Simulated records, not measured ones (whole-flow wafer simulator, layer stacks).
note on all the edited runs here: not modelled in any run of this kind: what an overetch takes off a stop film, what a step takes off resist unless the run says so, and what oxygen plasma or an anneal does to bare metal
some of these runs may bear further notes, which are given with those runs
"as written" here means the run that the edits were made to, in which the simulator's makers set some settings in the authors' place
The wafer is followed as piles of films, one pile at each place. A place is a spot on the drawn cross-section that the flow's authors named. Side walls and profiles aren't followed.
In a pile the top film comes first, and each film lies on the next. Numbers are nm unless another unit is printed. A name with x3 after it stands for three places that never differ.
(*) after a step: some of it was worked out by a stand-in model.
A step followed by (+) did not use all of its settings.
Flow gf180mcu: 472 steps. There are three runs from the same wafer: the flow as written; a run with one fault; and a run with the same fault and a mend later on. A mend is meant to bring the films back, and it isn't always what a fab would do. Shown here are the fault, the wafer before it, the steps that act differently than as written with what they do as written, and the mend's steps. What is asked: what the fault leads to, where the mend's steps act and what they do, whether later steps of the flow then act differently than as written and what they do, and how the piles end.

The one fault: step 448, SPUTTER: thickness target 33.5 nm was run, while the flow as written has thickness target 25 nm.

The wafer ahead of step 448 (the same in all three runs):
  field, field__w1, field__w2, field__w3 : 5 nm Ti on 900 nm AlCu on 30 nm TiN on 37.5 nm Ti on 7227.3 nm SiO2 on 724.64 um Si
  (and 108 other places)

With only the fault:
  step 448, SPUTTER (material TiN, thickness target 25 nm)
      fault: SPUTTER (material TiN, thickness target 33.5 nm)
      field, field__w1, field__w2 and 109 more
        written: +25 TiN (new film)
        fault: +33.5 TiN (new film)
  Steps later in the flow that act otherwise than as written (4 more steps, not shown, differ only slightly: by at most 2% or 0.5 nm, whichever is larger):
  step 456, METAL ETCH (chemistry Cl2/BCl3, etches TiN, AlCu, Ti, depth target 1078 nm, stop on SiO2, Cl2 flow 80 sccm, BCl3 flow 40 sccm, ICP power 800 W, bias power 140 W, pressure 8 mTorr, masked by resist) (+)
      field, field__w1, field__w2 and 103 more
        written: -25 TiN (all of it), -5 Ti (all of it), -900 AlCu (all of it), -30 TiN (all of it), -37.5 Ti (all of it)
        fault: -33.5 TiN (all of it), -5 Ti (all of it), -900 AlCu (all of it), -30 TiN (all of it), -37.5 Ti (all of it)
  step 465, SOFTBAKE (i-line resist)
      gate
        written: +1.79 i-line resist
        fault: -0.29 i-line resist
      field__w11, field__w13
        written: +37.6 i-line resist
        fault: +31.4 i-line resist
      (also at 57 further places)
  At field__w8, contact, m1, m1__w1, pad, m1_nw, the piles at the end differ from the flow's by more than 2% or 0.5 nm, whichever is larger.
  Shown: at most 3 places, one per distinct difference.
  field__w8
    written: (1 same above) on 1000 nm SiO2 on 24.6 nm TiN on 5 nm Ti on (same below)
    fault: (1 same above) on 1000 nm SiO2 on 33.1 nm TiN on 5 nm Ti on (same below)
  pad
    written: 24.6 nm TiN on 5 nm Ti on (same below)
    fault: 33.1 nm TiN on 5 nm Ti on (same below)

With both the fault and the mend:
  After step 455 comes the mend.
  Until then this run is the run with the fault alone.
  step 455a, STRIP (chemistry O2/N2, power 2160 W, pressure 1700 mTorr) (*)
      field__w8, contact, m1, m1__w1, pad, m1_nw
        -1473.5 resist (all of it)
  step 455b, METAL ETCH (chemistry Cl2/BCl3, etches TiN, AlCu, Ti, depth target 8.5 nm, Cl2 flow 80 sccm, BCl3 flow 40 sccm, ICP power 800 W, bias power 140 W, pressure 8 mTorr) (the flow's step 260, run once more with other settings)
      field, field__w1, field__w2 and 109 more
        -8.5 TiN
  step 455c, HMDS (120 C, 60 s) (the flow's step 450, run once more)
      alters no film at any place that is followed
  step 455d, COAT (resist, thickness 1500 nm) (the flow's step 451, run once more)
      field, field__w1, field__w2 and 109 more
        +1500 resist (new film)
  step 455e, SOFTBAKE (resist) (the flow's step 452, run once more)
      alters no film at any place that is followed
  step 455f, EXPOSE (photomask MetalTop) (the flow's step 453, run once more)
      alters no film at any place that is followed
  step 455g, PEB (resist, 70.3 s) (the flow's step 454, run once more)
      field, field__w1, field__w2 and 109 more
        -26.5 resist
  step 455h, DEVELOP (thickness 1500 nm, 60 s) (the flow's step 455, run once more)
      field, field__w1, field__w2 and 103 more
        -1473.5 resist (all of it)
  Later steps of the flow that are run all act as written at every place that is followed.
  By the end, the piles equal the flow's at every place that both follow.
